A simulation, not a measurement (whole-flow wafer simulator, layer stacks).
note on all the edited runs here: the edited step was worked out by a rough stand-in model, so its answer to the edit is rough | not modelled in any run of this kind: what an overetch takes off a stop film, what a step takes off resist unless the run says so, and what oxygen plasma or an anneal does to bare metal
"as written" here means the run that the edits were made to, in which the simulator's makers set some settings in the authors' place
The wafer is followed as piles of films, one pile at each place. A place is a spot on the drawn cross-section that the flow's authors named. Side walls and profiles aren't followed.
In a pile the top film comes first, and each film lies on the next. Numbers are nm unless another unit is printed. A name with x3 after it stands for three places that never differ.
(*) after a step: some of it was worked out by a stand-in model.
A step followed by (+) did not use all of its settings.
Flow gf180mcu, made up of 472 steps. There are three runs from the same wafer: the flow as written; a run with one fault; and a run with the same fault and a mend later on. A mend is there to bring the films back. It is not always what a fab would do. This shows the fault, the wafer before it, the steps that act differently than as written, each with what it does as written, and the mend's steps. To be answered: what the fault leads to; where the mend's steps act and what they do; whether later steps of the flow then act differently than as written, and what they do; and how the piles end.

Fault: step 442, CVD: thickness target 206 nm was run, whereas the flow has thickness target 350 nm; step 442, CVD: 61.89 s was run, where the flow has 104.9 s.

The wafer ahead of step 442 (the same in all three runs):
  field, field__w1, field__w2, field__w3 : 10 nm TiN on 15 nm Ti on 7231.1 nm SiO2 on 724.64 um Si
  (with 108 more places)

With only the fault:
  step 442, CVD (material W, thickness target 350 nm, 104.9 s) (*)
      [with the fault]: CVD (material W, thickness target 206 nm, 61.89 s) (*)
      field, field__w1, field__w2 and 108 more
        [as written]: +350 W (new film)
        [with the fault]: +207.7 W (new film)
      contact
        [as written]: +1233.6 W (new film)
        [with the fault]: +1091.3 W (new film)
  Steps later in the flow that act otherwise than as written:
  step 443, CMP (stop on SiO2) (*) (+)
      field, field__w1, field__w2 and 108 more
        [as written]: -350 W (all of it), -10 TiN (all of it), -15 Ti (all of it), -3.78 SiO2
        [with the fault]: -207.7 W (all of it), -10 TiN (all of it), -15 Ti (all of it), -2.35 SiO2
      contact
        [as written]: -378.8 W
        [with the fault]: -235.1 W
  At the end the piles are close to the flow's at the places that both follow, differing by at most 2% or 0.5 nm, whichever is larger.

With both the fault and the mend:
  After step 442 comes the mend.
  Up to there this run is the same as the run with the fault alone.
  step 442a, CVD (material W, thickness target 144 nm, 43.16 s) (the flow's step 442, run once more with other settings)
      field, field__w1, field__w2 and 109 more
        +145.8 W
  None of the later steps of the flow differs from how it acts as written, at any place that is followed, by more than 2% or 0.5 nm, whichever is larger.
  At the end the piles are close to the flow's at the places that both follow, differing by at most 2% or 0.5 nm, whichever is larger.
